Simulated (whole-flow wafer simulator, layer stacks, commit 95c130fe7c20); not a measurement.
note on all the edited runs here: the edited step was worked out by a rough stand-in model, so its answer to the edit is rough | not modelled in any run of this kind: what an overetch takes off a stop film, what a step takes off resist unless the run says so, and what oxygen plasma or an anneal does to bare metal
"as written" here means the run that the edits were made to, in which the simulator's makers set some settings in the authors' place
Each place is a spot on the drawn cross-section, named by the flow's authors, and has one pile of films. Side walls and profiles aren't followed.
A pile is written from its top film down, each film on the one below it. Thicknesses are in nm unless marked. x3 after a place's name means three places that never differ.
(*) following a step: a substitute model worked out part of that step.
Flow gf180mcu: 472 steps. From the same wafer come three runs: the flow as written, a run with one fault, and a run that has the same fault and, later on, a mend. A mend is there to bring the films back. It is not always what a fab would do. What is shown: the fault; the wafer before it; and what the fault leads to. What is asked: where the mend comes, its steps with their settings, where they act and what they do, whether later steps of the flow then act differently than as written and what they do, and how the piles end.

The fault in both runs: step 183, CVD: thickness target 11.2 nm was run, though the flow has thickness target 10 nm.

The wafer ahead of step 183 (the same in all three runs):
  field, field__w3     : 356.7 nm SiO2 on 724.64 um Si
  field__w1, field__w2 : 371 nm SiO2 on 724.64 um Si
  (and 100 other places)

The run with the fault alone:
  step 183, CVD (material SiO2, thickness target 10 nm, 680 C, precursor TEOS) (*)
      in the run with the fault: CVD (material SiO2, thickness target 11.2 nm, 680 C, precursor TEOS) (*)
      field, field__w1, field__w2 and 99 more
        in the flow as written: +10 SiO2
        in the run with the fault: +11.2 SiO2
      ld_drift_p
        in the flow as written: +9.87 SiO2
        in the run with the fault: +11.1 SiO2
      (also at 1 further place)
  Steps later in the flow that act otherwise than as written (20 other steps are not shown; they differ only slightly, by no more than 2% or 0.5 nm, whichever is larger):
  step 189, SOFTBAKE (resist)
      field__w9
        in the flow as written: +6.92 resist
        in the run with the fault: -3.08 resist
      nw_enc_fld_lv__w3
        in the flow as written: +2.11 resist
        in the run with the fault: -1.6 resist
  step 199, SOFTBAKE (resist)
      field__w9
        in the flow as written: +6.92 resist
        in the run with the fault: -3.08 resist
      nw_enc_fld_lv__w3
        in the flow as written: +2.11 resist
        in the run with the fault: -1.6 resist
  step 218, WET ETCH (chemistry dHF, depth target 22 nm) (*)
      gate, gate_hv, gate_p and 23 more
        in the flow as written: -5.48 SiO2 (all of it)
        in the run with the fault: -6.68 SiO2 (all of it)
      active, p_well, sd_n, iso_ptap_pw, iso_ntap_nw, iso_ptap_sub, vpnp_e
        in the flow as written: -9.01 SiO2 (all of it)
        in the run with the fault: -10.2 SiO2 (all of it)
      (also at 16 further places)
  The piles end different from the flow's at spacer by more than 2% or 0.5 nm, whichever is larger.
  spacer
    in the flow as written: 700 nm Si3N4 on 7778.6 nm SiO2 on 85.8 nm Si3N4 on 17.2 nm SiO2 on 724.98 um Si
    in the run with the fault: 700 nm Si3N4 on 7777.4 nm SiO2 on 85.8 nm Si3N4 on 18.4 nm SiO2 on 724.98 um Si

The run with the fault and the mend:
  The mend stands after step 183.
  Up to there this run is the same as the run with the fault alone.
  step 183a, WET ETCH (chemistry dHF, depth target 1.2 nm, 25 C, dilution 100:1) (the flow's step 17 again, with other settings)
      field, field__w1, field__w2 and 101 more
        -1.2 SiO2
  Every later step of the flow that is run acts as written, at every place that is followed, to within 2% or 0.5 nm, whichever is larger.
  The piles end the same as the flow's at every place that both follow.
